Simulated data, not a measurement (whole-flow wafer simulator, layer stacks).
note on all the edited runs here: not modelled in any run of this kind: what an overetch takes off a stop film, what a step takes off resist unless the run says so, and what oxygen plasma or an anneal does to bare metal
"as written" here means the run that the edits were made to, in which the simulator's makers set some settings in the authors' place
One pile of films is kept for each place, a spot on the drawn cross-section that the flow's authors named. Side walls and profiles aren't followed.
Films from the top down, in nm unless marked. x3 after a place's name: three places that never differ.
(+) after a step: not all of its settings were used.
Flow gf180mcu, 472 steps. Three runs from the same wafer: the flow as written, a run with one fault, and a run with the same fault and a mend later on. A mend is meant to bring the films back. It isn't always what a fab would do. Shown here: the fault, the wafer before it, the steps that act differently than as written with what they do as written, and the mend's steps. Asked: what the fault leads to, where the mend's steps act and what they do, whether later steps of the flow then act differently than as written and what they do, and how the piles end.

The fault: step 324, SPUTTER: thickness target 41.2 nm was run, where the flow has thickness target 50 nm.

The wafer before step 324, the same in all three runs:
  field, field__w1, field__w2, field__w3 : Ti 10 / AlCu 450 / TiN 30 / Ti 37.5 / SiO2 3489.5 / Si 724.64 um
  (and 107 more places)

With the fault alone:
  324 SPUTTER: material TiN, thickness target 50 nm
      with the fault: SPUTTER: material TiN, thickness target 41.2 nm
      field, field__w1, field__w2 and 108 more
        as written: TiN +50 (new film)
        with the fault: TiN +41.2 (new film)
  Later steps of the flow that act differently than as written (5 more steps differ only slightly, by at most 2% or 0.5 nm, whichever is larger, and aren't shown):
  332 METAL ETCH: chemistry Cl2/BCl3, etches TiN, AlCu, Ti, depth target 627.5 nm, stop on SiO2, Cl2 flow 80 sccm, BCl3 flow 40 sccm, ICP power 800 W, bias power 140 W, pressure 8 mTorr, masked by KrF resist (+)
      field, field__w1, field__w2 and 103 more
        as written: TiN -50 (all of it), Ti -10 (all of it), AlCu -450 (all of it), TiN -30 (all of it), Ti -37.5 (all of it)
        with the fault: TiN -41.2 (all of it), Ti -10 (all of it), AlCu -450 (all of it), TiN -30 (all of it), Ti -37.5 (all of it)
  At the end the piles differ from the flow's by more than 2% or 0.5 nm, whichever is larger, at field__w8, contact, m1, m1__w1, m1_nw.
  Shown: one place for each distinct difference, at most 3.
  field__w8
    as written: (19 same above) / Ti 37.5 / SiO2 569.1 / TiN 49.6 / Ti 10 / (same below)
    with the fault: (19 same above) / Ti 37.5 / SiO2 577.9 / TiN 40.8 / Ti 10 / (same below)
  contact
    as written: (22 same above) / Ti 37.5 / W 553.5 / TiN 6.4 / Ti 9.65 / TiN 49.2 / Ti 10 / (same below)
    with the fault: (22 same above) / Ti 37.5 / W 562.4 / TiN 6.37 / Ti 9.6 / TiN 40.4 / Ti 10 / (same below)

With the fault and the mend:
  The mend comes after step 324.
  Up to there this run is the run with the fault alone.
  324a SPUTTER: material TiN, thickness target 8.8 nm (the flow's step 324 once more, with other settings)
      field, field__w1, field__w2 and 108 more
        TiN +8.8
  No later step of the flow acts differently than as written at any place that is followed.
  At the end the piles are the same as the flow's at every place that both follow.
